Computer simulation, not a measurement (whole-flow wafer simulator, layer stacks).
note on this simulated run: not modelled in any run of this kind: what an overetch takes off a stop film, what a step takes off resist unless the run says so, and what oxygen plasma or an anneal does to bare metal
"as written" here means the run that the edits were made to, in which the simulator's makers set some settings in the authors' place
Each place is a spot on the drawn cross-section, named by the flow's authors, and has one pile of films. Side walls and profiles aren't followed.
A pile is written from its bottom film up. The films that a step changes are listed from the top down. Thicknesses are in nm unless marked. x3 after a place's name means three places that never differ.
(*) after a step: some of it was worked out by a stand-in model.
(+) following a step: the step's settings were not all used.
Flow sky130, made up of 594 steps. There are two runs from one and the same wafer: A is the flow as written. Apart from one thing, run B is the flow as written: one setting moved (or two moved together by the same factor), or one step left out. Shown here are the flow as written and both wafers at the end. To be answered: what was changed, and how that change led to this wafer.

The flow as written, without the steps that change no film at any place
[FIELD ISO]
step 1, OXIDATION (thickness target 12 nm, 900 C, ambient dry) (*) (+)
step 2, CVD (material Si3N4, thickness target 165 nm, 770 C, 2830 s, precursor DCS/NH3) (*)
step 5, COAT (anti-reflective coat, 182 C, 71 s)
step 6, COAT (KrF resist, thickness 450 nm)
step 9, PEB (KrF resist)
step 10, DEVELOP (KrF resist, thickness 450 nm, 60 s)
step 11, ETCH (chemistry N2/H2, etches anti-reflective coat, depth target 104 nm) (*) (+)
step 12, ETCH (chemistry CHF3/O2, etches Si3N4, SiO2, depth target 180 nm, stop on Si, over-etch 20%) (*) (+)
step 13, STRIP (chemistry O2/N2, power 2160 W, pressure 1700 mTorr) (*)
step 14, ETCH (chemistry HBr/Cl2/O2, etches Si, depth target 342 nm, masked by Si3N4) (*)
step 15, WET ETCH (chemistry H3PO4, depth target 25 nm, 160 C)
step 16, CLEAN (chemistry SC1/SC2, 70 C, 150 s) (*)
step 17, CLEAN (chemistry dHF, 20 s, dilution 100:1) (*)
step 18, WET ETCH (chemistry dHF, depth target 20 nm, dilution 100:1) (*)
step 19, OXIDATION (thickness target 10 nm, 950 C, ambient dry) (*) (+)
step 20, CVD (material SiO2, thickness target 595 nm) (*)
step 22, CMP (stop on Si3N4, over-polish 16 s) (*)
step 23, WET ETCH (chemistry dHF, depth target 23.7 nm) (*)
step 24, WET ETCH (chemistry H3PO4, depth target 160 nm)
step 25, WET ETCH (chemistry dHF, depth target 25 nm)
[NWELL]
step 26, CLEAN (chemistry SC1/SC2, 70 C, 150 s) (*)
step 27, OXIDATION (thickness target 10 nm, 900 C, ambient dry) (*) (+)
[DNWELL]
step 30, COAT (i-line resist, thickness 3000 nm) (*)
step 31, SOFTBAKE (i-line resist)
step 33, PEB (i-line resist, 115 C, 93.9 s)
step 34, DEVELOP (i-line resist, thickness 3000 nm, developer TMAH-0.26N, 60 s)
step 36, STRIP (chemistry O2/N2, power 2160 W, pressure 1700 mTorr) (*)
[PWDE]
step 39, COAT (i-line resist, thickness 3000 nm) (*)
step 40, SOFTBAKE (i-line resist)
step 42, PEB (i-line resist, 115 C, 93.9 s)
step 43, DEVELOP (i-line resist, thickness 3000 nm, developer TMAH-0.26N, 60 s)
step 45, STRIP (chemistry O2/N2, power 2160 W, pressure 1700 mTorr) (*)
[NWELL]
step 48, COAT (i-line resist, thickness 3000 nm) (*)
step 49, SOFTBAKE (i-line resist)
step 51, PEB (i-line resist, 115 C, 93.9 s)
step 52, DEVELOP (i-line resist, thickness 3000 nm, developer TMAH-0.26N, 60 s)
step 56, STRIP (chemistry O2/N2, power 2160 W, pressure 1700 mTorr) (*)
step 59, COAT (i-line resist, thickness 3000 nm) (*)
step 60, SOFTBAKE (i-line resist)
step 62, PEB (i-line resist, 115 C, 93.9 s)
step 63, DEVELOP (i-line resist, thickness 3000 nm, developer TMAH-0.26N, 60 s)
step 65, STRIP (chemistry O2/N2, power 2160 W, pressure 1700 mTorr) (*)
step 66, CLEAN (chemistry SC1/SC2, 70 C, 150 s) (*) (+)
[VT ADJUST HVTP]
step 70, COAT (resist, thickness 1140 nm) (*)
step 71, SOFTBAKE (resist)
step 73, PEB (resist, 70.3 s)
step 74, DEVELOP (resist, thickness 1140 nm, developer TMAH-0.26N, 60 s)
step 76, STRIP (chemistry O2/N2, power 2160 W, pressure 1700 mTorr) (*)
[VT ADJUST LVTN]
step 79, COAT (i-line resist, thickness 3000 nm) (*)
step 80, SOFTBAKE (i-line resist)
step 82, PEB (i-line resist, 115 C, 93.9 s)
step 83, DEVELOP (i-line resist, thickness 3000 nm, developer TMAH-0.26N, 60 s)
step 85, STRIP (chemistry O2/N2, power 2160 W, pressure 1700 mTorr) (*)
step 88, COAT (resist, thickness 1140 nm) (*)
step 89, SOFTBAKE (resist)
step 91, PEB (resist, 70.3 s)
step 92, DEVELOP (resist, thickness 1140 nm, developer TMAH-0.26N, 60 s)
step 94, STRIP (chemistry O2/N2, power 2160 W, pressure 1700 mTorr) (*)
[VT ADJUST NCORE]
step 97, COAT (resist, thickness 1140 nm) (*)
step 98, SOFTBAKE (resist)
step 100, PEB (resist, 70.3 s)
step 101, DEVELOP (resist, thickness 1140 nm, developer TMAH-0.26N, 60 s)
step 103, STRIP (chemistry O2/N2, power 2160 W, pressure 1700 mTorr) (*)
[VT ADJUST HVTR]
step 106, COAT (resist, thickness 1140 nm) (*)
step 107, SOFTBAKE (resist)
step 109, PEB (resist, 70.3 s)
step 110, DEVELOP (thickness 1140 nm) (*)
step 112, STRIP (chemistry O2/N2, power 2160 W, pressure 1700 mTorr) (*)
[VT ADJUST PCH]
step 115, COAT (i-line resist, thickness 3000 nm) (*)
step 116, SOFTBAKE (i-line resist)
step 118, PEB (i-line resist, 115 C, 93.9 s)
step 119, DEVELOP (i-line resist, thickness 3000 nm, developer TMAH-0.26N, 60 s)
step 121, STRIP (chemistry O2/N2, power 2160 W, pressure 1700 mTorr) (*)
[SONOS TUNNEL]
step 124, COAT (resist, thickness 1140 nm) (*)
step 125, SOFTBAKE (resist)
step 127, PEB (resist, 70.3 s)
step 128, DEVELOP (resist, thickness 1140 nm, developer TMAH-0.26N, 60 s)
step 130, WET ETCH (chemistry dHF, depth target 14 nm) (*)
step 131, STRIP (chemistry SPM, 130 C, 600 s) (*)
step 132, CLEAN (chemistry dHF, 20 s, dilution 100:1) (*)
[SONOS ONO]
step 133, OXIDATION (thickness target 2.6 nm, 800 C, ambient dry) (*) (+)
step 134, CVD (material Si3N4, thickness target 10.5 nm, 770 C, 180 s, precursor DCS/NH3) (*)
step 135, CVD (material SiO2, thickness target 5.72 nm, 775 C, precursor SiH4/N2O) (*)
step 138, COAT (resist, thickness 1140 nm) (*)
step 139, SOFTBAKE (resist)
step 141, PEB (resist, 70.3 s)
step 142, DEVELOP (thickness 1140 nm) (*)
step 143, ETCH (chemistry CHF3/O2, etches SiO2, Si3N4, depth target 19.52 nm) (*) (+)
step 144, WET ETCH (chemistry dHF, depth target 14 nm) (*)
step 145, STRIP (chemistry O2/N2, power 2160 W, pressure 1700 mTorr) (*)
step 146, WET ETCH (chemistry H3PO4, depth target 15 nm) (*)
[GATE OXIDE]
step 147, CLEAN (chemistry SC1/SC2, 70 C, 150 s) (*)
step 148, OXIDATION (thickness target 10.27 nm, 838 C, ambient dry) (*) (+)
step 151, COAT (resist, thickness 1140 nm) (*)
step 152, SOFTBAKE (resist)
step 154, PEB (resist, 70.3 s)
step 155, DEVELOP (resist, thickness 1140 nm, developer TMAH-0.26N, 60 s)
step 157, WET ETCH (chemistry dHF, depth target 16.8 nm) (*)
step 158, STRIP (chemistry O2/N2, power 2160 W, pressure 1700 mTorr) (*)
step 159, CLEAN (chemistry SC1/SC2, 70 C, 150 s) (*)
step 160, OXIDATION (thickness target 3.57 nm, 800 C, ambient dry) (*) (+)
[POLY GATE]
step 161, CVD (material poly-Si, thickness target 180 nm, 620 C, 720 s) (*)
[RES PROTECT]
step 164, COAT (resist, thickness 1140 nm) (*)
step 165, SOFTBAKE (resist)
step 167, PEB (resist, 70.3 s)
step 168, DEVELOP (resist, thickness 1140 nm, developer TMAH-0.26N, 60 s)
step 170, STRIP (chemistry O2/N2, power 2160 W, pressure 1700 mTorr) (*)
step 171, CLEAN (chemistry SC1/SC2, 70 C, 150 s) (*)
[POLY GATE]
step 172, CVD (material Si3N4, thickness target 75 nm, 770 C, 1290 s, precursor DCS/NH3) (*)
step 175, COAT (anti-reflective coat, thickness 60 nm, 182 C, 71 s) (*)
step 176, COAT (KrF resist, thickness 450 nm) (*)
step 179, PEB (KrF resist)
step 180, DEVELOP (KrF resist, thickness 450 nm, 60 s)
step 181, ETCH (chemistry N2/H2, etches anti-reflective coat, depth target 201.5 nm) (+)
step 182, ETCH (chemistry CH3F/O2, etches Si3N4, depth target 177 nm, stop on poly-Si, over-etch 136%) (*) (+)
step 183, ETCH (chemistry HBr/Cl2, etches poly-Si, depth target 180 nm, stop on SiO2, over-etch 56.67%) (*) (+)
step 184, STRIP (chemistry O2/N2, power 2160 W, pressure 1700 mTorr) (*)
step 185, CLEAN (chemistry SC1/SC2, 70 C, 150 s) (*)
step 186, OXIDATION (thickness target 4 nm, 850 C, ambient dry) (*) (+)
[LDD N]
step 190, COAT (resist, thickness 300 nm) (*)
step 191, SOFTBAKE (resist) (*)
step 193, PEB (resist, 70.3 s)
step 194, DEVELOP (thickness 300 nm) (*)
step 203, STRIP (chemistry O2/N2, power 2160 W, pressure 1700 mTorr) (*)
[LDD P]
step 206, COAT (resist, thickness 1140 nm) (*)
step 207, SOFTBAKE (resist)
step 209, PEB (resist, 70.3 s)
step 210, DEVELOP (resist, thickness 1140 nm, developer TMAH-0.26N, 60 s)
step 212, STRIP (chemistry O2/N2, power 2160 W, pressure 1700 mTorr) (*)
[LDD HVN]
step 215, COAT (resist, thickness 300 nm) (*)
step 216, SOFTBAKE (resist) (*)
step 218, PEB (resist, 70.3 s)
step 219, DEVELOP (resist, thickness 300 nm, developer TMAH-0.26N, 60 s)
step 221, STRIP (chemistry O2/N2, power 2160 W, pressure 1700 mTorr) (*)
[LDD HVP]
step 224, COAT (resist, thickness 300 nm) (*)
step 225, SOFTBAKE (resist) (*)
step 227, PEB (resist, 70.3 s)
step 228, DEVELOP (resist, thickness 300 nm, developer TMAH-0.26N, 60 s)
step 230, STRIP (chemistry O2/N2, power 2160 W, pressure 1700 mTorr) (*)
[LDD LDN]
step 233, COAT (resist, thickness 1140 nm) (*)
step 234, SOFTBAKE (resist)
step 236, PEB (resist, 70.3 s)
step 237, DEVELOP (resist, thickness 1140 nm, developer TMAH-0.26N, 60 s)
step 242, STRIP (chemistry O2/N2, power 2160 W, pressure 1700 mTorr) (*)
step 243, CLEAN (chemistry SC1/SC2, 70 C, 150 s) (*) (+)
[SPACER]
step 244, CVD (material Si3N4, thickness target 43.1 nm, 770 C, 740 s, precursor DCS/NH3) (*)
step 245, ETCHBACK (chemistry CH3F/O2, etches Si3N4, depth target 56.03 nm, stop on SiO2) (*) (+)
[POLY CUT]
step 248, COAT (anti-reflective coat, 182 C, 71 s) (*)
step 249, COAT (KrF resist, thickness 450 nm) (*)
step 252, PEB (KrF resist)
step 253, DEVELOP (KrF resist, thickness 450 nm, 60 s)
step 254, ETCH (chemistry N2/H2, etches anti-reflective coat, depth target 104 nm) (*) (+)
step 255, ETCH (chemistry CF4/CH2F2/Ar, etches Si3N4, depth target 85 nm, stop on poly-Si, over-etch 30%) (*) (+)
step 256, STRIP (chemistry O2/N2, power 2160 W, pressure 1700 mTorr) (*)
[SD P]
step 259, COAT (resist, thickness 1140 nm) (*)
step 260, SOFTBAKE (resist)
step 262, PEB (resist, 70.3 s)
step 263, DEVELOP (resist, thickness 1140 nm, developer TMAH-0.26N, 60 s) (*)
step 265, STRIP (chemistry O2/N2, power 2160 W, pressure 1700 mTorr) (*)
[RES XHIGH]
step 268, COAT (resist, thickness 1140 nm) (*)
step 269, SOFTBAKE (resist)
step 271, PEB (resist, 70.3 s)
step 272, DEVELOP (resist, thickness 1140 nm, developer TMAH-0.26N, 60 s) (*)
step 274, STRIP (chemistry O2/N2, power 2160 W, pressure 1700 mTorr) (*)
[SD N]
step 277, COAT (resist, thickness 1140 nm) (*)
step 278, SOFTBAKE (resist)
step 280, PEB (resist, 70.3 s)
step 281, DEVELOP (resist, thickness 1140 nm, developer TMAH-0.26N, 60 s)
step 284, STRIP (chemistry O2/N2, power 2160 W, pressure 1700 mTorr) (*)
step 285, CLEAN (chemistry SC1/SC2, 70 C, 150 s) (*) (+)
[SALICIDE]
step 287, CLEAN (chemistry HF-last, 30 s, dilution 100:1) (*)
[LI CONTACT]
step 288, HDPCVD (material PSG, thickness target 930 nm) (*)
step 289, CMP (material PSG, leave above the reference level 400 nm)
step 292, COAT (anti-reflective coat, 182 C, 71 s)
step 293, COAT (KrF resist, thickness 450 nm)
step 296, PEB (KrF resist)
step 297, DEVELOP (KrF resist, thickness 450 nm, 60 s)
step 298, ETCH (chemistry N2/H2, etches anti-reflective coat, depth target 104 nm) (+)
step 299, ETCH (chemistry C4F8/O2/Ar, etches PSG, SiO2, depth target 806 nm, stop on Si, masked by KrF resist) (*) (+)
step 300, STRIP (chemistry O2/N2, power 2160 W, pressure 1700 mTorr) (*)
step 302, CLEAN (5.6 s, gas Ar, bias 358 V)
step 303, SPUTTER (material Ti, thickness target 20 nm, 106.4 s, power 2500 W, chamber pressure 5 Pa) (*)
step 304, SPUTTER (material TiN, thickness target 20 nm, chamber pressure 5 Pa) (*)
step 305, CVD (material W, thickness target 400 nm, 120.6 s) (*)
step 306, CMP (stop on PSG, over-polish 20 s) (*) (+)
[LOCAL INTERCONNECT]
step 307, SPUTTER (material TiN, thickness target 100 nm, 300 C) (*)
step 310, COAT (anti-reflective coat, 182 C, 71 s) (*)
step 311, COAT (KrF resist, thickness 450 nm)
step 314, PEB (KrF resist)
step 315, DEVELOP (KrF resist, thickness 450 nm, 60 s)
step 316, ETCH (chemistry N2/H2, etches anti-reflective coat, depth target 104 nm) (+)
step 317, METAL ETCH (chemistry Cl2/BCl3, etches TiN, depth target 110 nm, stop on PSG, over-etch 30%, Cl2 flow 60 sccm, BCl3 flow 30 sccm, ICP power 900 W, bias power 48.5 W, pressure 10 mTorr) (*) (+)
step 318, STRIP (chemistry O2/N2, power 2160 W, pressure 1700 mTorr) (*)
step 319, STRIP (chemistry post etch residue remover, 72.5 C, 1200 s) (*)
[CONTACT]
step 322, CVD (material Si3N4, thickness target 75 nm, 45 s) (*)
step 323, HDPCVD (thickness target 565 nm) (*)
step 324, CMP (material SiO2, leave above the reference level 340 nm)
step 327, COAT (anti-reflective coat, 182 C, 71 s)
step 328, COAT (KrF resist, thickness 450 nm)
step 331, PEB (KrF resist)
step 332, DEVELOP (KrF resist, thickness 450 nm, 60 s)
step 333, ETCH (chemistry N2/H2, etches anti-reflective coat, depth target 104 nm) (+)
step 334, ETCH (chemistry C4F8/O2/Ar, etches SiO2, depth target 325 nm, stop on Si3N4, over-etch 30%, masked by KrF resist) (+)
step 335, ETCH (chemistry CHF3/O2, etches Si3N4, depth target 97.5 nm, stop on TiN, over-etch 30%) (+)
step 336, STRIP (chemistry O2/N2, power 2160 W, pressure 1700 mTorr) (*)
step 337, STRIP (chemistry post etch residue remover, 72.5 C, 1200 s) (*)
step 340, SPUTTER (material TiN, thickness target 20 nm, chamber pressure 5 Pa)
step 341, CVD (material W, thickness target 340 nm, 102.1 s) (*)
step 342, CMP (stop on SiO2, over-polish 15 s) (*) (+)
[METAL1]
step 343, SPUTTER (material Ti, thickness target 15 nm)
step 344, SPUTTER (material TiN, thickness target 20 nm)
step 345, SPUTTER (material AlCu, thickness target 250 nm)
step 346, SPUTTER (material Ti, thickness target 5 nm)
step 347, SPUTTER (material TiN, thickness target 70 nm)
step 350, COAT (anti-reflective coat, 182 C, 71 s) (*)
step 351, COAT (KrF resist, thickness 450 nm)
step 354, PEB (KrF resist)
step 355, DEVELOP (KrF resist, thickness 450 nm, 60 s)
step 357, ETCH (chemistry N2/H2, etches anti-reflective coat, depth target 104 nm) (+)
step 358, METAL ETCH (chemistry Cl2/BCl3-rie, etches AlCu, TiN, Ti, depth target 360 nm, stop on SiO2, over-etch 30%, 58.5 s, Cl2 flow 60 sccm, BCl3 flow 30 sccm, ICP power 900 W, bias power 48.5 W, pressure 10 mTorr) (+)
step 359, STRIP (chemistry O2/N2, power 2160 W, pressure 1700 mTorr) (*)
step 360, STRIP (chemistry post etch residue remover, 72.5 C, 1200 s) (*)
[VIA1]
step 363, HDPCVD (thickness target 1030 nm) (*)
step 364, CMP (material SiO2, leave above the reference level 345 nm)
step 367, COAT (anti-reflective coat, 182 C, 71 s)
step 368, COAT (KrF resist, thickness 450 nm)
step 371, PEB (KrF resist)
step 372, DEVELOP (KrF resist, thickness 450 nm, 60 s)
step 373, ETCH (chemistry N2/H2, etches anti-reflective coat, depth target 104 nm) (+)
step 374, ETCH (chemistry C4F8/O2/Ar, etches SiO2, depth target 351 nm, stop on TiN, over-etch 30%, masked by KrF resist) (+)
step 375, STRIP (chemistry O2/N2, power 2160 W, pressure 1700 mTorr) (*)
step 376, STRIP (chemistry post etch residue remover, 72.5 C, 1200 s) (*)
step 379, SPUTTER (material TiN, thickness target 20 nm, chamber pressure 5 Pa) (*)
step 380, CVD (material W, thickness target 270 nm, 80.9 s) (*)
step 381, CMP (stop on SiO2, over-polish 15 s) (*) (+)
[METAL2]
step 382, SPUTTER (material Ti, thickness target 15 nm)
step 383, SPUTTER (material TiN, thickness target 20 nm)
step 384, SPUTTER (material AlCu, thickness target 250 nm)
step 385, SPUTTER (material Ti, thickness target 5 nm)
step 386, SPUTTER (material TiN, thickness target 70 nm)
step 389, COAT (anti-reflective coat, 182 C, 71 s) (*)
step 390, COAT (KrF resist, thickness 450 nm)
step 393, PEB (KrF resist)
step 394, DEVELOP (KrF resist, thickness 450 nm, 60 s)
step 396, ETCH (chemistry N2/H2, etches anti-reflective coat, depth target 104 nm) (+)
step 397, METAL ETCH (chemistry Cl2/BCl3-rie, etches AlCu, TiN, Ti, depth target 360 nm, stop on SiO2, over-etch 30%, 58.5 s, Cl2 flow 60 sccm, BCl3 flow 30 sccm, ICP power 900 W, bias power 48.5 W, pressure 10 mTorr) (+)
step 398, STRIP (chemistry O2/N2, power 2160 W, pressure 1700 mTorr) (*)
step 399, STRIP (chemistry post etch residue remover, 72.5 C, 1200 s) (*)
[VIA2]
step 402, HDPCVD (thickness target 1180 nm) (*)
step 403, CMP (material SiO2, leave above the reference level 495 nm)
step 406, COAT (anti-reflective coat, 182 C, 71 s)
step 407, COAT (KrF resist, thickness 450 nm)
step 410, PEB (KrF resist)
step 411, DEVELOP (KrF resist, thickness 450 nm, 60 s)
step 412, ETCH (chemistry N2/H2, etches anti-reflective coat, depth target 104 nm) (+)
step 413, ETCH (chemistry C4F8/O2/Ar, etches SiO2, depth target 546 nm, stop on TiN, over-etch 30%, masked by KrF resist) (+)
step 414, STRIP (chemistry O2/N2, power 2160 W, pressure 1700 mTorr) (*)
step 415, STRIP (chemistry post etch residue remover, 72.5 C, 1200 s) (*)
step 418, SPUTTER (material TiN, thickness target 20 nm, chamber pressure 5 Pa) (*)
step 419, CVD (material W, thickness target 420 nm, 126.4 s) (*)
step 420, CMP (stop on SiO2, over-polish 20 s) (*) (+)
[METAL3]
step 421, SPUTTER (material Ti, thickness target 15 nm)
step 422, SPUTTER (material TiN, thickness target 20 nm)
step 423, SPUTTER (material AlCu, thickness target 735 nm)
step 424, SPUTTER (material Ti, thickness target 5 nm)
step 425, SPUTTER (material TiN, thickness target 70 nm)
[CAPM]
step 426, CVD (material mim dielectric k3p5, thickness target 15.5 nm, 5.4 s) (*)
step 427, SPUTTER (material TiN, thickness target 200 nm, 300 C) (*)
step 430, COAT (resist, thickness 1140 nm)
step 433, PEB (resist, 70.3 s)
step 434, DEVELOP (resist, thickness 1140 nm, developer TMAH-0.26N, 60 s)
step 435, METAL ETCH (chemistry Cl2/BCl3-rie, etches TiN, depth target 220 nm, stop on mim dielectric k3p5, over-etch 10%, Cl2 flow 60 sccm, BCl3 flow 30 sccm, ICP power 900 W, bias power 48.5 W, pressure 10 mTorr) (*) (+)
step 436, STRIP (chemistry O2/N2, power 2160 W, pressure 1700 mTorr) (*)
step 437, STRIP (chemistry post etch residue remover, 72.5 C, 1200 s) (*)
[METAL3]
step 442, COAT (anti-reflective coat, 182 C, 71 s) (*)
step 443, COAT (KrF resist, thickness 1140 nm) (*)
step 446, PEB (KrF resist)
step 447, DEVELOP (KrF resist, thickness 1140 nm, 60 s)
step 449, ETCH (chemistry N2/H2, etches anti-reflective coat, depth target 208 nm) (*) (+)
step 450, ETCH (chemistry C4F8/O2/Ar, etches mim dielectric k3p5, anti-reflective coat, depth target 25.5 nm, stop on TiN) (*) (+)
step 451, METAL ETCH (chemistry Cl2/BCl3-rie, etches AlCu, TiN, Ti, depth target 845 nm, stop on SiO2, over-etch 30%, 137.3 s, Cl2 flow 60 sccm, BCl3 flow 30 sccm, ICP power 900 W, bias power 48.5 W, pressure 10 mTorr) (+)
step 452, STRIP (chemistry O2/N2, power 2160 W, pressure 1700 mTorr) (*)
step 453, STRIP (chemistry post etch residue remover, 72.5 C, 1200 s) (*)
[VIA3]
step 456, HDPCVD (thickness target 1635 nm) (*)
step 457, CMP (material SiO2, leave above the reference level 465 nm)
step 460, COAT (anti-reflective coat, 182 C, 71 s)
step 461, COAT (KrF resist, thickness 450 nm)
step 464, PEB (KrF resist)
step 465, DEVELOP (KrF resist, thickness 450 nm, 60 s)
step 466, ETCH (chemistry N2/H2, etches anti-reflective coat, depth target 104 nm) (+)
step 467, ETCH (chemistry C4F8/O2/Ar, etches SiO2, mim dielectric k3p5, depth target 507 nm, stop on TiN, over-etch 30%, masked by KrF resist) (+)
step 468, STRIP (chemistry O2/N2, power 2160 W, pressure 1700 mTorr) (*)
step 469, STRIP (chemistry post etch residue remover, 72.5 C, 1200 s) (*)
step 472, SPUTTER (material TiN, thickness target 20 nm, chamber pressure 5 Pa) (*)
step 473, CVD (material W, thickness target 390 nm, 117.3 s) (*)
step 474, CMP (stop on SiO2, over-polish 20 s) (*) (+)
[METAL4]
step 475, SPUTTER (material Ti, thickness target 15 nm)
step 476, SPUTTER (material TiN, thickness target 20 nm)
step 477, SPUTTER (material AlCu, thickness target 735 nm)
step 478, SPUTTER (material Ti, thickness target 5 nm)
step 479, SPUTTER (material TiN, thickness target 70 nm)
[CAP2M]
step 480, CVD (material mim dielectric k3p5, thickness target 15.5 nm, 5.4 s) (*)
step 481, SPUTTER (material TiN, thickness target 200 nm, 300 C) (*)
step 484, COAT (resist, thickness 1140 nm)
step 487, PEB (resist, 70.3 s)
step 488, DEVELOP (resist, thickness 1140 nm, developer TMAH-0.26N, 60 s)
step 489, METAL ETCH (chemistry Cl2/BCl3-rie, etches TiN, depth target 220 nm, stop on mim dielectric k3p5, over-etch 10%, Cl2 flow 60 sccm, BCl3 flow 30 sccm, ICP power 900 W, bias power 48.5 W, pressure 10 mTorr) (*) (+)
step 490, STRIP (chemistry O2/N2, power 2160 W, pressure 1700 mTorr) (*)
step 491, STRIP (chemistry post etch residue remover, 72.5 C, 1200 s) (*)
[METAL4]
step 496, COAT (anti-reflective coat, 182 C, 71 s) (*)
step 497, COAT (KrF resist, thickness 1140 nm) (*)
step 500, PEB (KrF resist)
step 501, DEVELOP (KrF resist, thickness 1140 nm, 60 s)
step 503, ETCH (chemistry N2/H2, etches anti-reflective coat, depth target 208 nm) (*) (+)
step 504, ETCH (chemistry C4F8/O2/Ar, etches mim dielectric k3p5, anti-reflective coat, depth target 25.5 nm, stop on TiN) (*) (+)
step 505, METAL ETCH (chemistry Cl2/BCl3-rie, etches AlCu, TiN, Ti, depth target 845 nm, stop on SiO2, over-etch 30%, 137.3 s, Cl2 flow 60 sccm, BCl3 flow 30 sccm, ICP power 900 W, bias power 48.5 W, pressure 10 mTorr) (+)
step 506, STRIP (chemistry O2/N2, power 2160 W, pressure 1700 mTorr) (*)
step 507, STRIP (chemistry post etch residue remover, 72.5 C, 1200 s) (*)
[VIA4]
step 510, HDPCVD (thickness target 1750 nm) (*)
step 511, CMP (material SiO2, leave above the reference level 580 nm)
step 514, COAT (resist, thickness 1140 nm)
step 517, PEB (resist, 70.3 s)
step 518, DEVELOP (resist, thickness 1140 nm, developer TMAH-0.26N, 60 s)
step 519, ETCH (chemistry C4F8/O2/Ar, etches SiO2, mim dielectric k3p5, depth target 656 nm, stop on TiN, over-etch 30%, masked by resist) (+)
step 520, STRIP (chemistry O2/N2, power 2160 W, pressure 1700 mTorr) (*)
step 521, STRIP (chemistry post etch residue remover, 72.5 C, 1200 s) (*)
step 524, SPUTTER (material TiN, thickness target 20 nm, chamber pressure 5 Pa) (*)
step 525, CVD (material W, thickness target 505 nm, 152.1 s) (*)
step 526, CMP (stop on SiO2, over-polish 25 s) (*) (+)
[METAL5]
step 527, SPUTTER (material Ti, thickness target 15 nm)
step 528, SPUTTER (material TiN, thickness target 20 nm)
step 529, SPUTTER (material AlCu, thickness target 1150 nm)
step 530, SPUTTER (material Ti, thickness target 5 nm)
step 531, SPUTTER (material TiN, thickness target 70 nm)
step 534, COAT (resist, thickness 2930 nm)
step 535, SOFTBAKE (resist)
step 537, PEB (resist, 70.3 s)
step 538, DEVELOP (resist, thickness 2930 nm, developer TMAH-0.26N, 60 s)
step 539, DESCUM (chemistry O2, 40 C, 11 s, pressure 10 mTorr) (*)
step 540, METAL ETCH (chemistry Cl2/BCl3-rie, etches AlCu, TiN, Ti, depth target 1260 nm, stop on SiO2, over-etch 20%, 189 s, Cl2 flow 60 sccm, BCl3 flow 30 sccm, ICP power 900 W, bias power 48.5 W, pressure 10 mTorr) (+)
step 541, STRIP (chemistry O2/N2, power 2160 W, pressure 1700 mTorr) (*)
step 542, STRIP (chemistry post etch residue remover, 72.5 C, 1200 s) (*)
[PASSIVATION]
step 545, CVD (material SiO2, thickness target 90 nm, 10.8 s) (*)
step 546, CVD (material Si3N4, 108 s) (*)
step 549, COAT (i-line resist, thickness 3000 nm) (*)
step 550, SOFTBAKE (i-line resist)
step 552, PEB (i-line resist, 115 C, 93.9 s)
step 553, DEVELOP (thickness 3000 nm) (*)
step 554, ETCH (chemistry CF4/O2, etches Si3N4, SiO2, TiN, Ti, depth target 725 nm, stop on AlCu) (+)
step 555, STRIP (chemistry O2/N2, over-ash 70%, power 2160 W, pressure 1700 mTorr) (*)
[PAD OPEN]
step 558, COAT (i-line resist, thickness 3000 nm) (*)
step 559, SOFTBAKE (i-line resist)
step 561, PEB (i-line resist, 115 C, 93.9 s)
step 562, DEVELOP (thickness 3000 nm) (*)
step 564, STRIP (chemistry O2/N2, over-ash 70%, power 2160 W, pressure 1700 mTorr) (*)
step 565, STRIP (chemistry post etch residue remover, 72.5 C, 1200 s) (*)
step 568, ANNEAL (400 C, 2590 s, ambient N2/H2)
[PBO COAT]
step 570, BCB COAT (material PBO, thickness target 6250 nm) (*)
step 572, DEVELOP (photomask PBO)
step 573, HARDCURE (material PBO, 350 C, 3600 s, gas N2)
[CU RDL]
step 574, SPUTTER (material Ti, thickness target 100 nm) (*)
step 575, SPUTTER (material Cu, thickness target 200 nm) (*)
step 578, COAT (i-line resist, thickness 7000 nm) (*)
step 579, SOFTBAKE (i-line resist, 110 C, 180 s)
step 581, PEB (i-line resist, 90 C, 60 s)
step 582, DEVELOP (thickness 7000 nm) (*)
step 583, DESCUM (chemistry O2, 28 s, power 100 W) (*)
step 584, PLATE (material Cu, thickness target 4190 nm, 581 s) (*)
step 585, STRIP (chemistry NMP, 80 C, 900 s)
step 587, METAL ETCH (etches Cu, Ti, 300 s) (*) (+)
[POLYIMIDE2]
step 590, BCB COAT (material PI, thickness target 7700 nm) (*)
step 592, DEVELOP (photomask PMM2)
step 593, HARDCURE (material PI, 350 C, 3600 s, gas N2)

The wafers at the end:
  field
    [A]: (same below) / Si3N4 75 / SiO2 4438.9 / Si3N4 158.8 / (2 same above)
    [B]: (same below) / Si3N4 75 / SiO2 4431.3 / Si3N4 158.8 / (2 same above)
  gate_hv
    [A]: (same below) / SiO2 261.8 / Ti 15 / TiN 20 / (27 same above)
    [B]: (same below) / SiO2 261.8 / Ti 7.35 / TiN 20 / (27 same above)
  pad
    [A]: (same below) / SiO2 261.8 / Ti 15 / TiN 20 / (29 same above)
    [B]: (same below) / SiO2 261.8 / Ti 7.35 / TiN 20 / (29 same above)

What caused this: step 343, SPUTTER: thickness target 7.35 nm was run, while the flow as written has thickness target 15 nm.
One can read it off the wafer: gate_hv has Ti 7.35, and step 343 as written asks for 15 nm.

The path from the change to this, step by step:
  step 343, SPUTTER (material Ti, thickness target 15 nm)
      field, active, n_well and 188 more: A +15 Ti (new film) | B +7.35 Ti (new film)
  step 358, METAL ETCH (chemistry Cl2/BCl3-rie, etches AlCu, TiN, Ti, depth target 360 nm, stop on SiO2, over-etch 30%, 58.5 s, Cl2 flow 60 sccm, BCl3 flow 30 sccm, ICP power 900 W, bias power 48.5 W, pressure 10 mTorr) (+)
      field, active, gate and 81 more: A -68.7 TiN (all of it), -5 Ti (all of it), -250 AlCu (all of it), -20 TiN (all of it), -15 Ti (all of it), -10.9 SiO2 | B -68.7 TiN (all of it), -5 Ti (all of it), -250 AlCu (all of it), -20 TiN (all of it), -7.35 Ti (all of it), -11.7 SiO2
